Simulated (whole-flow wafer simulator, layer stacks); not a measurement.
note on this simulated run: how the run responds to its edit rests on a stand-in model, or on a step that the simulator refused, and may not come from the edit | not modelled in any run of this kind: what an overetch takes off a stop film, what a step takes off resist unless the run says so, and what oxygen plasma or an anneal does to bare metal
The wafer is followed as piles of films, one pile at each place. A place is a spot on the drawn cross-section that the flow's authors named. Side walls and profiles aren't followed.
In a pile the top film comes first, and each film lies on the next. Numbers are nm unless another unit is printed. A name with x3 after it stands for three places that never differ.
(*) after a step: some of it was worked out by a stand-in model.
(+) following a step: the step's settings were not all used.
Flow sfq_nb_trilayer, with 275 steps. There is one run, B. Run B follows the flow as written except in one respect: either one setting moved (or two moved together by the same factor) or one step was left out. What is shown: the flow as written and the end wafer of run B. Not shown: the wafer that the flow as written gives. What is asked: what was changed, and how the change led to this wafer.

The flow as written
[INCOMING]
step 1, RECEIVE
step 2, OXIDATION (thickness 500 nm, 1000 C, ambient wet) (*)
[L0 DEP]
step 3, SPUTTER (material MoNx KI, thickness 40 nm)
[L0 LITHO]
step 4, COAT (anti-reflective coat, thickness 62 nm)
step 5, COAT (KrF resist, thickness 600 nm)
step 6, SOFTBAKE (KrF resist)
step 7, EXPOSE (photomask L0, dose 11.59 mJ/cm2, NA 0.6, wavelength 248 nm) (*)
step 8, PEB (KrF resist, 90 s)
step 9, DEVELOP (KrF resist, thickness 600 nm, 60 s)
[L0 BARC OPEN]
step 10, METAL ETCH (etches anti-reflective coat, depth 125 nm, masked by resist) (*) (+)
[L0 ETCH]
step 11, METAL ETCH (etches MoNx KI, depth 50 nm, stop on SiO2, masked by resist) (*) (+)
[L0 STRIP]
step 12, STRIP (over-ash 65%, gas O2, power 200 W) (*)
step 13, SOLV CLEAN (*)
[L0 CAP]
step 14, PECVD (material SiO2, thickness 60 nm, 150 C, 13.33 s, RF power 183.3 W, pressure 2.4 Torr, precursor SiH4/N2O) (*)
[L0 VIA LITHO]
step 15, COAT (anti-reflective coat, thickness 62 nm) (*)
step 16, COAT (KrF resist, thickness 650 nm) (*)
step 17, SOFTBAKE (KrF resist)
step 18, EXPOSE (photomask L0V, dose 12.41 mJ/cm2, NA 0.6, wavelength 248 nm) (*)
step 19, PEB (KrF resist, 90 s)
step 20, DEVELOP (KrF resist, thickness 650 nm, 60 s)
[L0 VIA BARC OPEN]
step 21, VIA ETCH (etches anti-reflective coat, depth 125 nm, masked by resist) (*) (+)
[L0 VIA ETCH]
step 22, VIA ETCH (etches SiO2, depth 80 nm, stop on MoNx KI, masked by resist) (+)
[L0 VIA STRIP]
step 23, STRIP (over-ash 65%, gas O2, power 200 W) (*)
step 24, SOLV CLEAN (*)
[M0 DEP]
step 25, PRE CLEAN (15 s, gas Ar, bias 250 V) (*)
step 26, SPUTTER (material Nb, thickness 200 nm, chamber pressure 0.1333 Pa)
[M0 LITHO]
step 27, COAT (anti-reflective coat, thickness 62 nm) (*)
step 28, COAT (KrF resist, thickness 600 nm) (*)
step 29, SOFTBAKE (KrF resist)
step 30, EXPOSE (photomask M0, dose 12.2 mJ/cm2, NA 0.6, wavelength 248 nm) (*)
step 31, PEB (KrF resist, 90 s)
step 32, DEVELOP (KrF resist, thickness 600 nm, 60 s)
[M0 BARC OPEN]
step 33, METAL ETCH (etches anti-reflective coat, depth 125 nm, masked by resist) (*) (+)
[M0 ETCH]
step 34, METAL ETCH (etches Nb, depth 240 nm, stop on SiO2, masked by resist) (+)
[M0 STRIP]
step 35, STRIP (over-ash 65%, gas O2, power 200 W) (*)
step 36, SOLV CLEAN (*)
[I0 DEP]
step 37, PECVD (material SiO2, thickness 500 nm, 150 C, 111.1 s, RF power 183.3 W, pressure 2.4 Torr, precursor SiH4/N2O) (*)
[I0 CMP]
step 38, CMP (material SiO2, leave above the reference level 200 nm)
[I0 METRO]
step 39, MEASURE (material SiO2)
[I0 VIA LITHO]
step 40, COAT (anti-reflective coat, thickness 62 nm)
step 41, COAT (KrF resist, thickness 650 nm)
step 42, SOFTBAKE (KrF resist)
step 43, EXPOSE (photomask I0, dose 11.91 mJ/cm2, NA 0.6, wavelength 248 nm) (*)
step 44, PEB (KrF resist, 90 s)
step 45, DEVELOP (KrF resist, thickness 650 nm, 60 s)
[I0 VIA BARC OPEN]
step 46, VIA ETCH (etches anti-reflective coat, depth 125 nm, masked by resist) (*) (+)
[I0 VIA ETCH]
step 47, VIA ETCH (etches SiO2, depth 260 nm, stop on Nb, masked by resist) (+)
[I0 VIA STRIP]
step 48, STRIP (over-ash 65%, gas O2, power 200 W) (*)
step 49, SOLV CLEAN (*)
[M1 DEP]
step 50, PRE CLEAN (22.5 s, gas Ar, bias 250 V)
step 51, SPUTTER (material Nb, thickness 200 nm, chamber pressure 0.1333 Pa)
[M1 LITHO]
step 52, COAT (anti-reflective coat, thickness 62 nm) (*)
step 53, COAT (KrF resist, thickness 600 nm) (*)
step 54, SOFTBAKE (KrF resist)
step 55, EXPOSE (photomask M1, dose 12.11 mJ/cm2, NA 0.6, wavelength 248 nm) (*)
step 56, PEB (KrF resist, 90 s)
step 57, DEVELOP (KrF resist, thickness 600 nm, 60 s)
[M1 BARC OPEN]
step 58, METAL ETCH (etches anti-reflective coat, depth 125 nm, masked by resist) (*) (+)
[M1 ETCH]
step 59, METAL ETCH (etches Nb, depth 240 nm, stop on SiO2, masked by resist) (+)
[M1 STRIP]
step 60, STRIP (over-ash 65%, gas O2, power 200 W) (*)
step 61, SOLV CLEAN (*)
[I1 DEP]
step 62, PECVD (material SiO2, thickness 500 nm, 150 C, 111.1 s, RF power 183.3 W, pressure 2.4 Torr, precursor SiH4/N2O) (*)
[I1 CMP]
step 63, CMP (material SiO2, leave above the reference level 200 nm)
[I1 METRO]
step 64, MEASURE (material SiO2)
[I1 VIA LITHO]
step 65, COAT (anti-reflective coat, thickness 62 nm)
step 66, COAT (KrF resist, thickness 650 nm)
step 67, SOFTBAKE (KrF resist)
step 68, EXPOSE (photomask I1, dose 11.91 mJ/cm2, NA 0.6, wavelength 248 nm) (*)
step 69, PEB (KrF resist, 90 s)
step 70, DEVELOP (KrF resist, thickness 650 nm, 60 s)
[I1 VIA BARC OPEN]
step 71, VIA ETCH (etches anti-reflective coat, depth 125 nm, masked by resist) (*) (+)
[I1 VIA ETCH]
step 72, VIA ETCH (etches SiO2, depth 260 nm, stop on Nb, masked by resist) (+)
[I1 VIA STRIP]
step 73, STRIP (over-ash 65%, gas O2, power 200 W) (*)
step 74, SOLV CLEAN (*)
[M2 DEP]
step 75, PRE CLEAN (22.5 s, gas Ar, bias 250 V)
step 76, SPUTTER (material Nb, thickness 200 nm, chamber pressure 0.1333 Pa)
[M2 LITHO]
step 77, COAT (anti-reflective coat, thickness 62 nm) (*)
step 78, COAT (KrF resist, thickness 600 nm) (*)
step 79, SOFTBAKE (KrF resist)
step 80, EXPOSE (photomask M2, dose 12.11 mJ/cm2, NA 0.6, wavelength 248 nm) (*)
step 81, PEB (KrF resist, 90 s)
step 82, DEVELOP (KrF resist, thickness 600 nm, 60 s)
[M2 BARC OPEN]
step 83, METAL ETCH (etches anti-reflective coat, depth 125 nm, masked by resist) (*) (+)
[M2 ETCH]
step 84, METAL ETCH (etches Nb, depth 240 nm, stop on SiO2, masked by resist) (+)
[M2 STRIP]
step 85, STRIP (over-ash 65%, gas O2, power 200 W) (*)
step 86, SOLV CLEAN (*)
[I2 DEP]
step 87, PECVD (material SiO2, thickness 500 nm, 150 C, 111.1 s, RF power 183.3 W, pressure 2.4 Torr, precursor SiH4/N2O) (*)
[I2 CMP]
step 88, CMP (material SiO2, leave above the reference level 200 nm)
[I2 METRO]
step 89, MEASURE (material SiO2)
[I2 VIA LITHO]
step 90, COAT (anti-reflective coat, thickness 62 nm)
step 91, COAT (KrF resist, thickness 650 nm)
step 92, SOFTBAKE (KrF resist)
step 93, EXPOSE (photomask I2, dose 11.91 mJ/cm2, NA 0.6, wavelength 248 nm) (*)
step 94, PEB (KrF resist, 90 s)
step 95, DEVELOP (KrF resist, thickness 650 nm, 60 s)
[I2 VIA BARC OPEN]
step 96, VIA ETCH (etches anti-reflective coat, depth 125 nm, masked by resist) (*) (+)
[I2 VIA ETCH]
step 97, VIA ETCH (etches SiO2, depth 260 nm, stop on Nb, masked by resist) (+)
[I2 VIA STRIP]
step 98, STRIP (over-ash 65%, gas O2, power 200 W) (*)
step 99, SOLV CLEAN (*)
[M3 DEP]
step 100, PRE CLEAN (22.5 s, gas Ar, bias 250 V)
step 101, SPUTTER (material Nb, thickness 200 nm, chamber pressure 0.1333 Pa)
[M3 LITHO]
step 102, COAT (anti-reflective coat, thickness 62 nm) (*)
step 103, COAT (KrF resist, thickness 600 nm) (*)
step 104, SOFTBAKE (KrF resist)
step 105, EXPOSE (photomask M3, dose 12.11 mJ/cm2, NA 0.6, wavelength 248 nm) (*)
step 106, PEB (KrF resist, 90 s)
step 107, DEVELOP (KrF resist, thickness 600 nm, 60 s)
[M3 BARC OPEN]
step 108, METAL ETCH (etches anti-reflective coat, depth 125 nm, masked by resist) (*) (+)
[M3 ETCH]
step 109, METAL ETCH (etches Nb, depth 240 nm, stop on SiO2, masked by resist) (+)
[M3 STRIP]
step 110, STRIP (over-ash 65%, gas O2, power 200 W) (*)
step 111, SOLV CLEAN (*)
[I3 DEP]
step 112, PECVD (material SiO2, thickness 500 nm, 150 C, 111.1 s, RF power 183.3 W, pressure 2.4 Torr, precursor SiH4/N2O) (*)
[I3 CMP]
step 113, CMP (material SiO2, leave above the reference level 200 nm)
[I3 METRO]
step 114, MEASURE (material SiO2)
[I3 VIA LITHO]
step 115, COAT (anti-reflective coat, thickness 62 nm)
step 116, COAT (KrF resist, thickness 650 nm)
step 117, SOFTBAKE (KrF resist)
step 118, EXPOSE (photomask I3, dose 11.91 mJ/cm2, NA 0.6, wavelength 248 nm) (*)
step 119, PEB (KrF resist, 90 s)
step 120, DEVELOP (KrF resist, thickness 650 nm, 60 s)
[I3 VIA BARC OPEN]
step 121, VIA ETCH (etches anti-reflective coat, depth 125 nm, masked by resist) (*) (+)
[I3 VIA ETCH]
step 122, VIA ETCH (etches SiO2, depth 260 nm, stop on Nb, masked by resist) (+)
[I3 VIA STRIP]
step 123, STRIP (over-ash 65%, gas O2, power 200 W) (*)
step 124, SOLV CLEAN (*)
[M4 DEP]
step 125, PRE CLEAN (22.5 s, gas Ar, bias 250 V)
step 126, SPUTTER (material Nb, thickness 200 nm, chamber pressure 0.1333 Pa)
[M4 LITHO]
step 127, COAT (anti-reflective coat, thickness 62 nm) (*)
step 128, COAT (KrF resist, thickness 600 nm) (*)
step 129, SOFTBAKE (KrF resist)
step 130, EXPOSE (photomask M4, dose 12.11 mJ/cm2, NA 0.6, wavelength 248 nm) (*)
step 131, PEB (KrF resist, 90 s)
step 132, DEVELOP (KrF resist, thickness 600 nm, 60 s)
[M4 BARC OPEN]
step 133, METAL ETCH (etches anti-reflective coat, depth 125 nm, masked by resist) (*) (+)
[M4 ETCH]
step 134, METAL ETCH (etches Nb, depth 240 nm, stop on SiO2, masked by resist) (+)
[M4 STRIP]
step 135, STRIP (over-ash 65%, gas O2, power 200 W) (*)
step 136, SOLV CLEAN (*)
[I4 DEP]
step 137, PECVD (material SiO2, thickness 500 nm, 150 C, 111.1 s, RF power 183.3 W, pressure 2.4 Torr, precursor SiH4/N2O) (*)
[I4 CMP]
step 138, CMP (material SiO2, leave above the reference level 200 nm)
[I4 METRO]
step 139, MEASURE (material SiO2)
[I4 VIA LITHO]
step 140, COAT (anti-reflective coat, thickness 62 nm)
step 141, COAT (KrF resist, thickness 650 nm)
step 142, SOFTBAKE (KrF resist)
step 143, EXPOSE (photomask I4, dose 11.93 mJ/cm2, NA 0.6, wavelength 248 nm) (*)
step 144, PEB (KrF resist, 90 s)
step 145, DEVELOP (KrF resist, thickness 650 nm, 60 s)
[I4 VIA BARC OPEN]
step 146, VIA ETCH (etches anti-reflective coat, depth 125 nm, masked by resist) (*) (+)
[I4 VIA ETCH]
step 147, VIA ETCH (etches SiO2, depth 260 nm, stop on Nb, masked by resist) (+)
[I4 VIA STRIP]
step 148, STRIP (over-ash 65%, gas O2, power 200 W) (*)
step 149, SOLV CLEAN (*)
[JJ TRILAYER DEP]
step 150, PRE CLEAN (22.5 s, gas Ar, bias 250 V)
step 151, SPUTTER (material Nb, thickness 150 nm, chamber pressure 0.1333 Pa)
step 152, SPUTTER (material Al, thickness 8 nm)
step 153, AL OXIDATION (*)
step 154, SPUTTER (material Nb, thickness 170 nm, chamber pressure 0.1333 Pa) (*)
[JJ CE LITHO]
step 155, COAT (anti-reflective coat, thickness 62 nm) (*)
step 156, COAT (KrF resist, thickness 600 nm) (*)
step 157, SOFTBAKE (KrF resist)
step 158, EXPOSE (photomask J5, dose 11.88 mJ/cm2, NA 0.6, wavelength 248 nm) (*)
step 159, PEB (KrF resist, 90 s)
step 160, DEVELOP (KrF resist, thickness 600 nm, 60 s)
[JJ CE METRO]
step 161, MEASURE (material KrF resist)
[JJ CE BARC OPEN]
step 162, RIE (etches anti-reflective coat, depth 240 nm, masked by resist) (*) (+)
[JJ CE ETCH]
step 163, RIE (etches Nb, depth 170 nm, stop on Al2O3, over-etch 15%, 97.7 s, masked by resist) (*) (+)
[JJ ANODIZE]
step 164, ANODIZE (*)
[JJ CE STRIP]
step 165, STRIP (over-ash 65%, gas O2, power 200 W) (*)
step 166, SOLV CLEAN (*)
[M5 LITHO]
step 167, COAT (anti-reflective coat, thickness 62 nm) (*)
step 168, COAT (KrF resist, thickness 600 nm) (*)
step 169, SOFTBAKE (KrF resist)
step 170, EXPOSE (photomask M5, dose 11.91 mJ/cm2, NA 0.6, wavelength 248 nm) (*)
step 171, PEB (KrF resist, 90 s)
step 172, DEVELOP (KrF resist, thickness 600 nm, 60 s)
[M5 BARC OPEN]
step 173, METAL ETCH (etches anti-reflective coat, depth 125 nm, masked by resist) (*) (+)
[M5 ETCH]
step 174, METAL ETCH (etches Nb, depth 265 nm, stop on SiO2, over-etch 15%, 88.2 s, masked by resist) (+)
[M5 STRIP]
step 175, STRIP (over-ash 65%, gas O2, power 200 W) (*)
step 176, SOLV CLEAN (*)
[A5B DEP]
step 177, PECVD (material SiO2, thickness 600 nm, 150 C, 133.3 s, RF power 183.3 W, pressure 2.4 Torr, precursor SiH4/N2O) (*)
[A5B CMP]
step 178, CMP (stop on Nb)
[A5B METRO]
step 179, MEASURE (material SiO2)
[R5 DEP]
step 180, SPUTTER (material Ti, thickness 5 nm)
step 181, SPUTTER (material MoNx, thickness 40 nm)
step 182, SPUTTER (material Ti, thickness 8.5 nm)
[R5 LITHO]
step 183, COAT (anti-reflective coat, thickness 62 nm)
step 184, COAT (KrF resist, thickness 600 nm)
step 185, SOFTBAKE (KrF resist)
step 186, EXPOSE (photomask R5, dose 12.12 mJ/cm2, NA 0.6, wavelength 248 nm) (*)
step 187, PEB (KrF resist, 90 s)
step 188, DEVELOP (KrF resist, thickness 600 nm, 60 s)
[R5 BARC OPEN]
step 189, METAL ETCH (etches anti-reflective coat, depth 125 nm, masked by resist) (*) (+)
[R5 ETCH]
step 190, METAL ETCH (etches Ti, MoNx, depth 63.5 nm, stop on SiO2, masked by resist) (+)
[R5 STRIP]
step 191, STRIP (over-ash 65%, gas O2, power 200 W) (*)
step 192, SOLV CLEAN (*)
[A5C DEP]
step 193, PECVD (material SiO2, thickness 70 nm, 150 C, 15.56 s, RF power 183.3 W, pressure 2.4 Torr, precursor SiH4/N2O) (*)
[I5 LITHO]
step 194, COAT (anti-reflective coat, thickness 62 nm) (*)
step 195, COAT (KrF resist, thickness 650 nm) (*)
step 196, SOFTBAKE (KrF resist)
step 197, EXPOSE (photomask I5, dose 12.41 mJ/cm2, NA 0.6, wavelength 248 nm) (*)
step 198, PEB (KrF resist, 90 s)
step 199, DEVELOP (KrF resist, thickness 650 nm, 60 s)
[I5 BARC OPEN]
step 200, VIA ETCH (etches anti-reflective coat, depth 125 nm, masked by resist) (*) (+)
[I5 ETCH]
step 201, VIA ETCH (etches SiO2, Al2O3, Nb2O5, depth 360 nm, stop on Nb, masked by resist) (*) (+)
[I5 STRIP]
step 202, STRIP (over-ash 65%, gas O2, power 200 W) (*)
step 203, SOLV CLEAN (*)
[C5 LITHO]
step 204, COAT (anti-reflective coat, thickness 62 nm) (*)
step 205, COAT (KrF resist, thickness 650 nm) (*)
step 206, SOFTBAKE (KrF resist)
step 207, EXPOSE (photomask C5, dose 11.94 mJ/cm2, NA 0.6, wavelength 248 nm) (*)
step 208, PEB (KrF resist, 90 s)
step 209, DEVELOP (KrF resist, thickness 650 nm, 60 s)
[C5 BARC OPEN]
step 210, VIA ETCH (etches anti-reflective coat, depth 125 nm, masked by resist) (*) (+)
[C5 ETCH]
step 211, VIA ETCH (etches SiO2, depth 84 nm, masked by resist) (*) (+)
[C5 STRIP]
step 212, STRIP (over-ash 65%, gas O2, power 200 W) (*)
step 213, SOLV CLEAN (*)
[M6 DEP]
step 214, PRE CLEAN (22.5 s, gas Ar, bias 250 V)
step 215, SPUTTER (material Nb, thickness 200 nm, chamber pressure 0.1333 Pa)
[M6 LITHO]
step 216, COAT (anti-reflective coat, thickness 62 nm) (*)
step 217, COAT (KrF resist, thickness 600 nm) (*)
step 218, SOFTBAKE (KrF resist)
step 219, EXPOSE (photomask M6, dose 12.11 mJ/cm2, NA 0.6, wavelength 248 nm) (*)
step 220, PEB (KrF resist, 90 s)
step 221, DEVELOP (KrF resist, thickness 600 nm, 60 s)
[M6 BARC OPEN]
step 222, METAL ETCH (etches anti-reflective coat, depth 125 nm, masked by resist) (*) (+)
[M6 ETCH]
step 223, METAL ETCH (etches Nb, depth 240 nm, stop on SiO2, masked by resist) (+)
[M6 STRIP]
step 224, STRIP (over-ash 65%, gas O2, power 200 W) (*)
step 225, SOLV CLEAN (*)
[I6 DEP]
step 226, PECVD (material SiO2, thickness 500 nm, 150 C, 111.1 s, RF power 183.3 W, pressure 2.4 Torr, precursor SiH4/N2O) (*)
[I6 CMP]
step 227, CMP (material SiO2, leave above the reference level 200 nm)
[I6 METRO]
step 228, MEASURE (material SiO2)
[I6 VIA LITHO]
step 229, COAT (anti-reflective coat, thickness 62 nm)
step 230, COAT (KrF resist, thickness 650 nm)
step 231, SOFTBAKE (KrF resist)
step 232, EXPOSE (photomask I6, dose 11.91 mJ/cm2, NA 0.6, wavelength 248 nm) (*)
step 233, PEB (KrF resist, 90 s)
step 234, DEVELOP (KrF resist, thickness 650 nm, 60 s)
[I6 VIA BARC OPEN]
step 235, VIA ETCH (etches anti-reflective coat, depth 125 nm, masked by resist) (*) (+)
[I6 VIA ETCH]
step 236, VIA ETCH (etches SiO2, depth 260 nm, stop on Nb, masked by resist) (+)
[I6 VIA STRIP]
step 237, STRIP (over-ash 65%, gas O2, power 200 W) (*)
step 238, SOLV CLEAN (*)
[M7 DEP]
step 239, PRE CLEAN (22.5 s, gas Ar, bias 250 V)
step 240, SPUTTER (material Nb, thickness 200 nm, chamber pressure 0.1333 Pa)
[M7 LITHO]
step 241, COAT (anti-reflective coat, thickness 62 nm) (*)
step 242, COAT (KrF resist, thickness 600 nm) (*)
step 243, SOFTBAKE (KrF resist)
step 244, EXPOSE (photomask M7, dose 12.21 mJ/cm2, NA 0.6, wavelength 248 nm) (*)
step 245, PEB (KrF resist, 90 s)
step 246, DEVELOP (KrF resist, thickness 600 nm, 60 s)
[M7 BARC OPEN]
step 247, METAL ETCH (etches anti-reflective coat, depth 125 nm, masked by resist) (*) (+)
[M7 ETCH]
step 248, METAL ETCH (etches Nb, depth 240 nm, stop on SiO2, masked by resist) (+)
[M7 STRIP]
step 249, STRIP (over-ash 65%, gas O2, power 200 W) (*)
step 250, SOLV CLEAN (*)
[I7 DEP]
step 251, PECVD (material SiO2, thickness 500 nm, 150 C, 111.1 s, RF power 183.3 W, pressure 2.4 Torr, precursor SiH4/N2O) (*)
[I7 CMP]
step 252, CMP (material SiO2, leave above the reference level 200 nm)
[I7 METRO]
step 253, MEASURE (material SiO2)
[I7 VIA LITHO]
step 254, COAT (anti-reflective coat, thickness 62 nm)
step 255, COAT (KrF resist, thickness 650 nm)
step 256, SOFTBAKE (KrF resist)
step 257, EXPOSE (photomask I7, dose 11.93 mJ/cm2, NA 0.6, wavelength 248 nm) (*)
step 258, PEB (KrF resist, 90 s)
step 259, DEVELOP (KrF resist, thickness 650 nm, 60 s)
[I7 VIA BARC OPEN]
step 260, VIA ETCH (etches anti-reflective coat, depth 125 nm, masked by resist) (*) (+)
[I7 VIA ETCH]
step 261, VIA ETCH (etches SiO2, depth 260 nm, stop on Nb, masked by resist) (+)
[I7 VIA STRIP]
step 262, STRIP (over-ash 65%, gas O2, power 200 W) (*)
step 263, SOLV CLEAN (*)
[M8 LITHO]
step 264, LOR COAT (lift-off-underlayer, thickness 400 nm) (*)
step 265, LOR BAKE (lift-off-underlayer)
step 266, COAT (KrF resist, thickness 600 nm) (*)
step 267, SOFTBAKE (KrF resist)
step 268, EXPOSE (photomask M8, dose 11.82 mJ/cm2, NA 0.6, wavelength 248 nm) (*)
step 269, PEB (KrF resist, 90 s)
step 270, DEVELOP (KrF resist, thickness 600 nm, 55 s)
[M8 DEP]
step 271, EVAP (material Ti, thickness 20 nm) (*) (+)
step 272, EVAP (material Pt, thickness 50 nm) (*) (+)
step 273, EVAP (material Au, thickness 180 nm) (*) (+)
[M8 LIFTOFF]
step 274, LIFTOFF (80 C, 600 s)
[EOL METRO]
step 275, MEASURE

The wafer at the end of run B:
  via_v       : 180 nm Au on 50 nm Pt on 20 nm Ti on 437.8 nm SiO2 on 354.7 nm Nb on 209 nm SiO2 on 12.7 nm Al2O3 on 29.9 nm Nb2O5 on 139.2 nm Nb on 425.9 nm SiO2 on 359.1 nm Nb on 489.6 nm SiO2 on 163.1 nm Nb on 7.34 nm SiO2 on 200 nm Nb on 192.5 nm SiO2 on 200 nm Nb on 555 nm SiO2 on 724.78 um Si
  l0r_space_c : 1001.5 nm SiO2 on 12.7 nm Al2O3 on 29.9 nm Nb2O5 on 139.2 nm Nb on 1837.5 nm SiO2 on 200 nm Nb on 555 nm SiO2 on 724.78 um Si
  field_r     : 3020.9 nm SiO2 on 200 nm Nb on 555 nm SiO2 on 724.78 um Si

What caused this: step 63, CMP: leave above the reference level 275 nm was run, while the flow as written has leave above the reference level 200 nm.

How this came from the change, step by step:
  step 63, CMP (material SiO2, leave above the reference level 200 nm)
      field_l, be, be_sur and 72 more: -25 SiO2 (it would be, as written: -100 SiO2)
      v_sur, via_wl, via_wr and 20 more: -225 SiO2 (it would be, as written: -300 SiO2)
      (also at 8 further places)
  step 72, VIA ETCH (etches SiO2, depth 260 nm, stop on Nb, masked by resist) (+)
      via_v: -260 SiO2 (it would be, as written: -199.8 SiO2 (all of it))
  step 75, PRE CLEAN (22.5 s, gas Ar, bias 250 V)
      via_v: -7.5 SiO2 (it would be, as written: -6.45 Nb)
  step 76, SPUTTER (material Nb, thickness 200 nm, chamber pressure 0.1333 Pa)
      via_v: +163.1 Nb (new film) (it would be, as written: +174.5 Nb)
  step 77, COAT (anti-reflective coat, thickness 62 nm) (*)
      via_sp: +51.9 anti-reflective coat (new film) (it would be, as written: +53.2 anti-reflective coat (new film))
      via_v: +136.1 anti-reflective coat (new film) (it would be, as written: +123.1 anti-reflective coat (new film))
      (also at 1 further place)
  step 78, COAT (KrF resist, thickness 600 nm) (*)
      via_v: +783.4 KrF resist (new film) (it would be, as written: +733.7 KrF resist (new film))
  step 85, STRIP (over-ash 65%, gas O2, power 200 W) (*)
      via_sp: -370.4 KrF resist (all of it), -51.9 anti-reflective coat (all of it) (it would be, as written: -374.4 KrF resist (all of it), -53.2 anti-reflective coat (all of it))
      via_v: -565.3 KrF resist (all of it), -136.1 anti-reflective coat (all of it) (it would be, as written: -515.8 KrF resist (all of it), -123.1 anti-reflective coat (all of it))
      (also at 1 further place)
  step 87, PECVD (material SiO2, thickness 500 nm, 150 C, 111.1 s, RF power 183.3 W, pressure 2.4 Torr, precursor SiH4/N2O) (*)
      via_v: +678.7 SiO2 (new film) (it would be, as written: +606 SiO2 (new film))
With metal films that touch counted as one body, via_v has 7 bodies (between them, from the top down: SiO2 437.8; SiO2 209 / Al2O3 12.7 / Nb2O5 29.9; SiO2 425.9; SiO2 489.6; SiO2 7.34; SiO2 192.5); the flow as written gives 6 bodies (between them, from the top down: SiO2 437.8; SiO2 209 / Al2O3 12.7 / Nb2O5 29.9; SiO2 425.9; SiO2 416.9; SiO2 192.5).
